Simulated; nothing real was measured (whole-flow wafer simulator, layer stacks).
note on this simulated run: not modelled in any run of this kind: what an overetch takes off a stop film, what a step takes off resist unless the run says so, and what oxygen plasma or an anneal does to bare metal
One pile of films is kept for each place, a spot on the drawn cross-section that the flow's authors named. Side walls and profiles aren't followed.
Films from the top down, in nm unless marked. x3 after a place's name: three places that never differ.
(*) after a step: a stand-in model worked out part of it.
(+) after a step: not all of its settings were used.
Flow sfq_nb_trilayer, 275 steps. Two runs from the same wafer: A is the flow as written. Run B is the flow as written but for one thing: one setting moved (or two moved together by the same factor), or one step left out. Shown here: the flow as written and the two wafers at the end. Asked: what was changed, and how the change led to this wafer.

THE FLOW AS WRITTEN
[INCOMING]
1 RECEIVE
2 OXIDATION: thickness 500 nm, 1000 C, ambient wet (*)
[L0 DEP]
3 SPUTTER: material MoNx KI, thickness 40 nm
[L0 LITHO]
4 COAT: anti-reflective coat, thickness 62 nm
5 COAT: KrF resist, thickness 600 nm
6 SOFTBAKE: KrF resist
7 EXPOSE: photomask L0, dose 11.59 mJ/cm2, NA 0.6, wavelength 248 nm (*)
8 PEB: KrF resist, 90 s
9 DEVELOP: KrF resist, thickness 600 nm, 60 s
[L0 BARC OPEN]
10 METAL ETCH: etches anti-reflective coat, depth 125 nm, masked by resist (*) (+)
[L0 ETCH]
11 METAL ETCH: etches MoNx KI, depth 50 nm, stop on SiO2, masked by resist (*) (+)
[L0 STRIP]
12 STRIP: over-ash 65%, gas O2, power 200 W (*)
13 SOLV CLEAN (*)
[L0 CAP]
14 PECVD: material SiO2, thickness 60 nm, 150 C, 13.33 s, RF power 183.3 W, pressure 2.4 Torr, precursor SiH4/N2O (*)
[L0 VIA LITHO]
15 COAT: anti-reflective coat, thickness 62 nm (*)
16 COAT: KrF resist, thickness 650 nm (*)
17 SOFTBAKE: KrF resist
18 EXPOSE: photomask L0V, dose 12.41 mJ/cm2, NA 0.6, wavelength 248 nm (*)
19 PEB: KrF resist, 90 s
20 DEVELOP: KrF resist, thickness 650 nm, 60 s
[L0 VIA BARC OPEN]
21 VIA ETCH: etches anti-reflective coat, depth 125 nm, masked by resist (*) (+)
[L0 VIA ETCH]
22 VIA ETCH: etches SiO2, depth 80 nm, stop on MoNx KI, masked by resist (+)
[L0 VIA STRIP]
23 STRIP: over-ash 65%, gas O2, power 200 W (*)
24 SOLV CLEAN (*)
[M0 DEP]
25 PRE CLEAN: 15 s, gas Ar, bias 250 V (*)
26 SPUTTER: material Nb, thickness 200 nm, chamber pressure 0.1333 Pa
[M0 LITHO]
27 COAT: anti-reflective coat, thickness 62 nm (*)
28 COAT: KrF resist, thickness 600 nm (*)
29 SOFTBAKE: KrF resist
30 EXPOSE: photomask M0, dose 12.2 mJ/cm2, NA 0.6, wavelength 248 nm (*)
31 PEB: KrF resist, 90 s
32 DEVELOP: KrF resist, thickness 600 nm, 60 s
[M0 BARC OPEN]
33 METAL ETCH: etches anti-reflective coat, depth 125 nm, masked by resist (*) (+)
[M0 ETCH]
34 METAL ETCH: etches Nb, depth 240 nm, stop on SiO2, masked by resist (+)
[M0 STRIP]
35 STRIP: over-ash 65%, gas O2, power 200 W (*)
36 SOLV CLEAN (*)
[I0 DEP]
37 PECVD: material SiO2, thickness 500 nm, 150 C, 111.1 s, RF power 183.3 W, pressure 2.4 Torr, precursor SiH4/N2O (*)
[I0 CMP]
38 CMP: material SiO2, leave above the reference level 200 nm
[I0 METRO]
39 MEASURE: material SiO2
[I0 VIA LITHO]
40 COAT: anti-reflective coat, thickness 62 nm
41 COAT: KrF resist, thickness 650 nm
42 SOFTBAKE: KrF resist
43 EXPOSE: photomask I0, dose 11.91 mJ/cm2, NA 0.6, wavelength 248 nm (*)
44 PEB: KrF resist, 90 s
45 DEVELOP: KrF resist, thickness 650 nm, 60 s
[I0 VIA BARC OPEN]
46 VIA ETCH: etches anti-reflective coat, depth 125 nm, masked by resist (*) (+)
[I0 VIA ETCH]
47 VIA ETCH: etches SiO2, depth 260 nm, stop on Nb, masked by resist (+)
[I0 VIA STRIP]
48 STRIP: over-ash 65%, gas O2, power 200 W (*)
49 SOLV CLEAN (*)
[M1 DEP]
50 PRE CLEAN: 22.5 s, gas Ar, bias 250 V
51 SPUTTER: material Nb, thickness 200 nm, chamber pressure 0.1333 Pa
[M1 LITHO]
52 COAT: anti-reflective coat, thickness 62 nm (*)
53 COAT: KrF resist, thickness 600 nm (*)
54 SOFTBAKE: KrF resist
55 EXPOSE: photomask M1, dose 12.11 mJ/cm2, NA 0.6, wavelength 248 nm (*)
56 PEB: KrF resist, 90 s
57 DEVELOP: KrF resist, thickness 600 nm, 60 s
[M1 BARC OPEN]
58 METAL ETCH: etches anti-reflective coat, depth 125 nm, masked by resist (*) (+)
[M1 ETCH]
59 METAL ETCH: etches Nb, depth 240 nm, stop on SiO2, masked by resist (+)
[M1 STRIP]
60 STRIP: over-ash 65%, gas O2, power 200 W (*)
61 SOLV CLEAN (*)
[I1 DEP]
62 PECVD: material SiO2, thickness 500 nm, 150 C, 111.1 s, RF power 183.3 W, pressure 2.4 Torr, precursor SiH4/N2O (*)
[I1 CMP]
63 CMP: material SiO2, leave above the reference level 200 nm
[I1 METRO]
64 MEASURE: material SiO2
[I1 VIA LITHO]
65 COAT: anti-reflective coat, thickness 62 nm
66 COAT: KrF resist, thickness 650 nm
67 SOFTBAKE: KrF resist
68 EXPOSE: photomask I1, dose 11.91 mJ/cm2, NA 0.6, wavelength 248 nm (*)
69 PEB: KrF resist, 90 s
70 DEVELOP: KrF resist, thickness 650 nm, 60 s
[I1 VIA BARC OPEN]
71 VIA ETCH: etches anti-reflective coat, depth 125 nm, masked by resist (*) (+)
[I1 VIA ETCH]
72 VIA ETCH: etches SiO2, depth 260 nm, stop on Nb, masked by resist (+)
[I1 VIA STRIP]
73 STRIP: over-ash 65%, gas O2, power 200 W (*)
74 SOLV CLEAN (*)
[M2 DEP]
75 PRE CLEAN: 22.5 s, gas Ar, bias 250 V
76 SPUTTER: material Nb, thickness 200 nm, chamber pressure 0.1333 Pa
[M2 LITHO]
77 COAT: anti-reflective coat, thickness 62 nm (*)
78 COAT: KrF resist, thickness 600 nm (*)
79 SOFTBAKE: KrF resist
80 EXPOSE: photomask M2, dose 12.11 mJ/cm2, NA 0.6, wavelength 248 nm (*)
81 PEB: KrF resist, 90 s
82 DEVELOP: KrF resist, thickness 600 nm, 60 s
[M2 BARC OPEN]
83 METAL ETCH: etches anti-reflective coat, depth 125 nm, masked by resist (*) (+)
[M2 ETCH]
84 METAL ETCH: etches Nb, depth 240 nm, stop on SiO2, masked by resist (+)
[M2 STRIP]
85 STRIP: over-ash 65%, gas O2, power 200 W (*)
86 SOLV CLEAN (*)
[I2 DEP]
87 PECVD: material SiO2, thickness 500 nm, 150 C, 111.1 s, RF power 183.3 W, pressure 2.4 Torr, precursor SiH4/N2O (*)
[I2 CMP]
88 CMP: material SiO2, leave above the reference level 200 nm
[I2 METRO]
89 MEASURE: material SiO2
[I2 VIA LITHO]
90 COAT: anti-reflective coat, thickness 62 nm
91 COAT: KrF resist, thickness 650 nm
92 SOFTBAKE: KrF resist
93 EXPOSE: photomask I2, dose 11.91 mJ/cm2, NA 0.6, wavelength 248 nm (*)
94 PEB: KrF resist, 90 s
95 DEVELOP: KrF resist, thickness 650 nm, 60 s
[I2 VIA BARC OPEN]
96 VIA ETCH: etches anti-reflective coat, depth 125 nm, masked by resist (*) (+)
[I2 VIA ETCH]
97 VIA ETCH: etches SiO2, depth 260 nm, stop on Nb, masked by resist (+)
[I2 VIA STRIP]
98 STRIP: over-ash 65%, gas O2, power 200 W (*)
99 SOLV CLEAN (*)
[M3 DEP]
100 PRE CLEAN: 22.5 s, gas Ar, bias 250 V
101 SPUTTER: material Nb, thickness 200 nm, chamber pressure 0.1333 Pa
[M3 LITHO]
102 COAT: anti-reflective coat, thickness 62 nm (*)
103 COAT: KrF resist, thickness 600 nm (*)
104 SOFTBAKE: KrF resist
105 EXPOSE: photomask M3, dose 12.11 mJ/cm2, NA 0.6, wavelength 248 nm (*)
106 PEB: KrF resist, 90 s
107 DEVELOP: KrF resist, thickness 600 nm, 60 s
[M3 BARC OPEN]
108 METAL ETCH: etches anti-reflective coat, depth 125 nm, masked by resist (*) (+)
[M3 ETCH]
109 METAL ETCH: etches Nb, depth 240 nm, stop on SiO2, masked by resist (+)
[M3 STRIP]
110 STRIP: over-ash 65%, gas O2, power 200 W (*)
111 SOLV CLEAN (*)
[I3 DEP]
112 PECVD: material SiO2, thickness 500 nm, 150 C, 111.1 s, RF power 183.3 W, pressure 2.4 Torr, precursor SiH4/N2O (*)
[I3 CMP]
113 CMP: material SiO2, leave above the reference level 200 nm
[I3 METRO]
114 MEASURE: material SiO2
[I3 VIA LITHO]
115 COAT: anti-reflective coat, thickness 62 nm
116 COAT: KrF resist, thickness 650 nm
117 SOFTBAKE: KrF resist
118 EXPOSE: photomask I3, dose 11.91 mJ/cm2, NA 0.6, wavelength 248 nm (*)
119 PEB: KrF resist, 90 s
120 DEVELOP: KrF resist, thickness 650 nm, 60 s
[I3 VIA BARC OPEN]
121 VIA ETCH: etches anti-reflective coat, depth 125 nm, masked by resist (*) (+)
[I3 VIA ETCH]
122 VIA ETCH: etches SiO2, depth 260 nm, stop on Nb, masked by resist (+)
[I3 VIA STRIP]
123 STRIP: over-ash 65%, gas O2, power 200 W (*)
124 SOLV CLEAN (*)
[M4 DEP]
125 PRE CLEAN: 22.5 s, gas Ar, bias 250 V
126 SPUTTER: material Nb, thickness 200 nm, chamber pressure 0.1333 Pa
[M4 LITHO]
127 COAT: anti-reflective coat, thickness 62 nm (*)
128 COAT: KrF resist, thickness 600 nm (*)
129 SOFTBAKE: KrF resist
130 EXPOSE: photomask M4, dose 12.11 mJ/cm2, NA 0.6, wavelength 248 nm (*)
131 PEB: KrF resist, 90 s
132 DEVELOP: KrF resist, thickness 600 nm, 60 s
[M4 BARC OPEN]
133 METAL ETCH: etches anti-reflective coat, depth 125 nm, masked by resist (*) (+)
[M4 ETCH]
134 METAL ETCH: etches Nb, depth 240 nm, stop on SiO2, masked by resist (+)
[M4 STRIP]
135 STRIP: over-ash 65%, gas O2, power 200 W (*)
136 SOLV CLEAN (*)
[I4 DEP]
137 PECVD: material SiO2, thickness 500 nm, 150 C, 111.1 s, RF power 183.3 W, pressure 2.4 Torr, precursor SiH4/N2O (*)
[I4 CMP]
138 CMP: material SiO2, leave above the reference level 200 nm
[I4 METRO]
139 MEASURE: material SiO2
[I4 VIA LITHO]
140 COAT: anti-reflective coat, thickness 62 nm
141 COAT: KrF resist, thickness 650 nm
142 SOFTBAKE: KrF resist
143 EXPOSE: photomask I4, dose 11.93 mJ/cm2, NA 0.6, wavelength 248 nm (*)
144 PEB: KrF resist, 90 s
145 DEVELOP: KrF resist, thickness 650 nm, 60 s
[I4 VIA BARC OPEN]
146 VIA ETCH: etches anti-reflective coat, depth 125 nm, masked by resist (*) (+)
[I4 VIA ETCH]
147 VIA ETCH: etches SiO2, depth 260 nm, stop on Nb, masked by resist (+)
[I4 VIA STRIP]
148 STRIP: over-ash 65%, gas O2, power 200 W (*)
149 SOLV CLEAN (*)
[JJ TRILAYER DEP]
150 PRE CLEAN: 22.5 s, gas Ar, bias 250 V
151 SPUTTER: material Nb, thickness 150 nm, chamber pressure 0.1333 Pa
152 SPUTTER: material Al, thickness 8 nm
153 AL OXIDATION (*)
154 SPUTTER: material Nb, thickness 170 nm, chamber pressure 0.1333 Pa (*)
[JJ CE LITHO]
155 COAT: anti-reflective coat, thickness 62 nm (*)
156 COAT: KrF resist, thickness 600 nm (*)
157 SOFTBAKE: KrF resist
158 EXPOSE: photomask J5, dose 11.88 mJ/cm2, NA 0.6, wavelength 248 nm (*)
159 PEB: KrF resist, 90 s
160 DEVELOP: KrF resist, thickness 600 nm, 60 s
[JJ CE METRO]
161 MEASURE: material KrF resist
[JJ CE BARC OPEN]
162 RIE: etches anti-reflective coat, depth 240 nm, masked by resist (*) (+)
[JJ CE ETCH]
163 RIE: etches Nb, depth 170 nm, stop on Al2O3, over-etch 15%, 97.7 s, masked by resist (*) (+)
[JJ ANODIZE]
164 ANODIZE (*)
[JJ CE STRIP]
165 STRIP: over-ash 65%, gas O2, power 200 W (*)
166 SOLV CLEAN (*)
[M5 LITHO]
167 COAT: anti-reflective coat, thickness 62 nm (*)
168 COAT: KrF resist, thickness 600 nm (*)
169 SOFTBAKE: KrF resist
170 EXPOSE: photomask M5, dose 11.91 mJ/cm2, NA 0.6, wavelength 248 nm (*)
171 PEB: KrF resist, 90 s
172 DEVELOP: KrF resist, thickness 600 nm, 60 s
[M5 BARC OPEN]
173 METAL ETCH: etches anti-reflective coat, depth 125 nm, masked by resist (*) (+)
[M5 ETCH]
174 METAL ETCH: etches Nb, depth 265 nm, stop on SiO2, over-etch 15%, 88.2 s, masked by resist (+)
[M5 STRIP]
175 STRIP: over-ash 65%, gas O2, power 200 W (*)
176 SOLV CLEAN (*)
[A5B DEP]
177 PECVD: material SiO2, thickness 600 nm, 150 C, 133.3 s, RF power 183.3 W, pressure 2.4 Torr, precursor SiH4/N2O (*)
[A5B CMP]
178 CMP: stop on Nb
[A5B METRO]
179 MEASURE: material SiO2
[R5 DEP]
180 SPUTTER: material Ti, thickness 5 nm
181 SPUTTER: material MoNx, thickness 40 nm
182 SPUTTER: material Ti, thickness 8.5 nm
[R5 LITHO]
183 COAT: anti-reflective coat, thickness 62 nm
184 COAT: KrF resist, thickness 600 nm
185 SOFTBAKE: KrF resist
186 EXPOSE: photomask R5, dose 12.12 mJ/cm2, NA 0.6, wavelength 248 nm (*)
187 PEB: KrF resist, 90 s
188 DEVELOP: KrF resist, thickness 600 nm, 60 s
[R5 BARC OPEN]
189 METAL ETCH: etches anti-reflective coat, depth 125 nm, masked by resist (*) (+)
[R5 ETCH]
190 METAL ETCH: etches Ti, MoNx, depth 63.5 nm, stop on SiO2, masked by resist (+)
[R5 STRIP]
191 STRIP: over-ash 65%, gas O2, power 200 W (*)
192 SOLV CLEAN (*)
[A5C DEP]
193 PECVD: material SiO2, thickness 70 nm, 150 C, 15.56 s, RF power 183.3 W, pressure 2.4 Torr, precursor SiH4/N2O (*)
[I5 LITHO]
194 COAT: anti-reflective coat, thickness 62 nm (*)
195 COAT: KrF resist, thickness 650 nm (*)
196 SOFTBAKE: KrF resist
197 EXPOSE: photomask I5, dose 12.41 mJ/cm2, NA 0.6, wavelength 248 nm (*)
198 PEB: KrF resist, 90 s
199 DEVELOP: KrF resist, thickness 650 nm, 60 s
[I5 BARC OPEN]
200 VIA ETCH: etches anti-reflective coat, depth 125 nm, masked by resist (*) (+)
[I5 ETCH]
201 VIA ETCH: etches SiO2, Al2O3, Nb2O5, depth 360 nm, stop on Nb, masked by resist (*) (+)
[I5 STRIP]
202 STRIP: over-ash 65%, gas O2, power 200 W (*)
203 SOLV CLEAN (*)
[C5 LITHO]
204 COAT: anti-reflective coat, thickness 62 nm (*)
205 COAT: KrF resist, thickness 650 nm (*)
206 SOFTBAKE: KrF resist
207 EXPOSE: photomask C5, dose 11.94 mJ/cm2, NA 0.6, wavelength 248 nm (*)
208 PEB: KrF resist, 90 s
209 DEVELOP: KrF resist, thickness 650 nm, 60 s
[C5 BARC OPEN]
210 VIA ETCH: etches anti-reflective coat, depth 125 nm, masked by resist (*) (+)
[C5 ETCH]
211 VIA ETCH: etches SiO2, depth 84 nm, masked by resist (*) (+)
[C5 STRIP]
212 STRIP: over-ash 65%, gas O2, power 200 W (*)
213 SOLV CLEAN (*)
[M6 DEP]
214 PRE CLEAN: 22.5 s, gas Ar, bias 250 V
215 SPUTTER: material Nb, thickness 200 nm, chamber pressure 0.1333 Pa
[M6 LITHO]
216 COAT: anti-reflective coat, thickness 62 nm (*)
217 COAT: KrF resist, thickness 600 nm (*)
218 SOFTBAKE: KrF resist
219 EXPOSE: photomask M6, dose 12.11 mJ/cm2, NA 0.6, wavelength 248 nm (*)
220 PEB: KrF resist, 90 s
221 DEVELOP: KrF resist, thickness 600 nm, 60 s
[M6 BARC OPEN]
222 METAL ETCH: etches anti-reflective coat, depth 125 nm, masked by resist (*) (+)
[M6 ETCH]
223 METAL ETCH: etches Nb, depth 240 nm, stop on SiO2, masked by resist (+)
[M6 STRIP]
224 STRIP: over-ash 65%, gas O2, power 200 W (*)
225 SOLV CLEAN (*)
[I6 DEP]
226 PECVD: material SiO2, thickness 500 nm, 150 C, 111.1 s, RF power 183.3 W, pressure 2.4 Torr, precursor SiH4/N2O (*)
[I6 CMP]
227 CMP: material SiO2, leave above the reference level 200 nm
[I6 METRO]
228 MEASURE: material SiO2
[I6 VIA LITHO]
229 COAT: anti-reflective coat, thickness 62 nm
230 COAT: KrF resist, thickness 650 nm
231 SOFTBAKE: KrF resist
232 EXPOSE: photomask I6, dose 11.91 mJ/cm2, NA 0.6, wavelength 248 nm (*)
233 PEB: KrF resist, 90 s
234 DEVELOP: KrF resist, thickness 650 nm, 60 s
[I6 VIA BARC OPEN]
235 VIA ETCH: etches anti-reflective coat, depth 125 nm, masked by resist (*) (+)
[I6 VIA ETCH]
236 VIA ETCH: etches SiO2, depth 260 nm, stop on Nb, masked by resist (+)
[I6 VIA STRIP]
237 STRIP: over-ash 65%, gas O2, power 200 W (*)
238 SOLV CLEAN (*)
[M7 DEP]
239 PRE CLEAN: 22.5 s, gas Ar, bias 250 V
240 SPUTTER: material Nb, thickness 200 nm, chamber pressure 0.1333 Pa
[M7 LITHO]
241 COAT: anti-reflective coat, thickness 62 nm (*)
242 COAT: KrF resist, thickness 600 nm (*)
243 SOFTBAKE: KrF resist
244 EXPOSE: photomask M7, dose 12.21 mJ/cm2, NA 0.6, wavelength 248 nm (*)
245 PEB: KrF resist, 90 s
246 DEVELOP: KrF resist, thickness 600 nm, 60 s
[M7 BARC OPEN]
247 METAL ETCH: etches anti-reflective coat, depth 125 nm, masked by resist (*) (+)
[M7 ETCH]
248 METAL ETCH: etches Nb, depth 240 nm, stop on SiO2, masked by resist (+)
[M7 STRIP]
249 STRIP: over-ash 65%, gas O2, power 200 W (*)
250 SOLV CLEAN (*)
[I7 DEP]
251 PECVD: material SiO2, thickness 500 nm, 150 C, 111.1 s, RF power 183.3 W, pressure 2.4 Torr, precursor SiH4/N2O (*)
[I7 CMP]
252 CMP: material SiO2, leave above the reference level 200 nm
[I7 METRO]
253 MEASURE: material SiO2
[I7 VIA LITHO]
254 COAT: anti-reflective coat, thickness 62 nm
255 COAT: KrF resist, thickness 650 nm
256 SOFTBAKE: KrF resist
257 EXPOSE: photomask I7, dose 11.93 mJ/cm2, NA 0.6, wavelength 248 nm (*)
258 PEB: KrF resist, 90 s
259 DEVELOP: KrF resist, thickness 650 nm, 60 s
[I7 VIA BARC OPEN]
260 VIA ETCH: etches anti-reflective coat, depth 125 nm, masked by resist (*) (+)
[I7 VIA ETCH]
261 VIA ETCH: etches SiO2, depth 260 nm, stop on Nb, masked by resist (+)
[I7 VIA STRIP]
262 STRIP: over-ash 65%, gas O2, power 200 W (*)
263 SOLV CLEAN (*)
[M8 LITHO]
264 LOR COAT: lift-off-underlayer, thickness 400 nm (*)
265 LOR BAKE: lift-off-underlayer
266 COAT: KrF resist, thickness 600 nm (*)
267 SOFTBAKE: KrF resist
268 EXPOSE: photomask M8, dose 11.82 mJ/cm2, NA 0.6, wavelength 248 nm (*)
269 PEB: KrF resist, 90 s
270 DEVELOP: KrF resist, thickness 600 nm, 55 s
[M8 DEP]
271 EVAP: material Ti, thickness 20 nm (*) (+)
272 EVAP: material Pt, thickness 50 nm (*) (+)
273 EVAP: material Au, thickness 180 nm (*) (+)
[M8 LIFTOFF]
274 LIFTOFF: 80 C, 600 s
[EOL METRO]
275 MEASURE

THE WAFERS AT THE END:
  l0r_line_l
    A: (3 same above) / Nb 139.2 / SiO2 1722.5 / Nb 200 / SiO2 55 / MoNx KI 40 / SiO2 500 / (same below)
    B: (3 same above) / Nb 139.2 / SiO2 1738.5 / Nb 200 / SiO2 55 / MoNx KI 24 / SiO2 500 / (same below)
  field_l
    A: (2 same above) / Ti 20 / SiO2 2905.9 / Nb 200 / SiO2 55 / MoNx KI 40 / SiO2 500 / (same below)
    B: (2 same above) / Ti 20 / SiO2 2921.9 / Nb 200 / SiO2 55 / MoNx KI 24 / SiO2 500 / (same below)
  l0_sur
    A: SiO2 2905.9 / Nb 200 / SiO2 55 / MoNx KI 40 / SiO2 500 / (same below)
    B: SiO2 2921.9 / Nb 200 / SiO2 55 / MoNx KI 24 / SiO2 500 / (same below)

The cause: step 3, SPUTTER: thickness 24 nm was run, where the flow has thickness 40 nm.
It can be read off the wafer: l0r_line_l has MoNx KI 24, and step 3 as written asks for 40 nm.

How the change led to this, step by step:
  3 SPUTTER: material MoNx KI, thickness 40 nm
      field_l, v_sur, via_wl and 103 more: A MoNx KI +40 (new film) | B MoNx KI +24 (new film)
  11 METAL ETCH: etches MoNx KI, depth 50 nm, stop on SiO2, masked by resist (*) (+)
      v_sur, via_wl, via_w and 97 more: A MoNx KI -40 (all of it) | B MoNx KI -24 (all of it)
      field_l, l0_sur, l0v, l0r_line_l, l0r_line_c, l0r_line_r: A KrF resist -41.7 | B KrF resist -30
  12 STRIP: over-ash 65%, gas O2, power 200 W (*)
      field_l, l0_sur, l0v, l0r_line_l, l0r_line_c, l0r_line_r: A KrF resist -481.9 (all of it), anti-reflective coat -62 (all of it) | B KrF resist -493.6 (all of it), anti-reflective coat -62 (all of it)
  15 COAT: anti-reflective coat, thickness 62 nm (*)
      field_l: A anti-reflective coat +56.7 (new film) | B anti-reflective coat +58.6 (new film)
      v_sur: A anti-reflective coat +72.2 (new film) | B anti-reflective coat +68.2 (new film)
      (and at 3 more places)
  23 STRIP: over-ash 65%, gas O2, power 200 W (*)
      field_l: A KrF resist -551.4 (all of it), anti-reflective coat -56.7 (all of it) | B KrF resist -554.8 (all of it), anti-reflective coat -58.6 (all of it)
      v_sur: A KrF resist -570.5 (all of it), anti-reflective coat -72.2 (all of it) | B KrF resist -565.9 (all of it), anti-reflective coat -68.2 (all of it)
      (and at 3 more places)
  27 COAT: anti-reflective coat, thickness 62 nm (*)
      field_l: A anti-reflective coat +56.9 (new film) | B anti-reflective coat +58.8 (new film)
      v_sur: A anti-reflective coat +72.3 (new film) | B anti-reflective coat +68.2 (new film)
      (and at 3 more places)
  35 STRIP: over-ash 65%, gas O2, power 200 W (*)
      field_l: A KrF resist -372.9 (all of it), anti-reflective coat -56.9 (all of it) | B KrF resist -376.7 (all of it), anti-reflective coat -58.8 (all of it)
      v_sur: A KrF resist -391.6 (all of it), anti-reflective coat -72.3 (all of it) | B KrF resist -387.8 (all of it), anti-reflective coat -68.2 (all of it)
      (and at 3 more places)
  38 CMP: material SiO2, leave above the reference level 200 nm
      field_l, l0_sur, l0r_line_l, l0r_line_c, l0r_line_r: A SiO2 -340 | B SiO2 -324
      l0v: A SiO2 -277.8 | B SiO2 -261.8
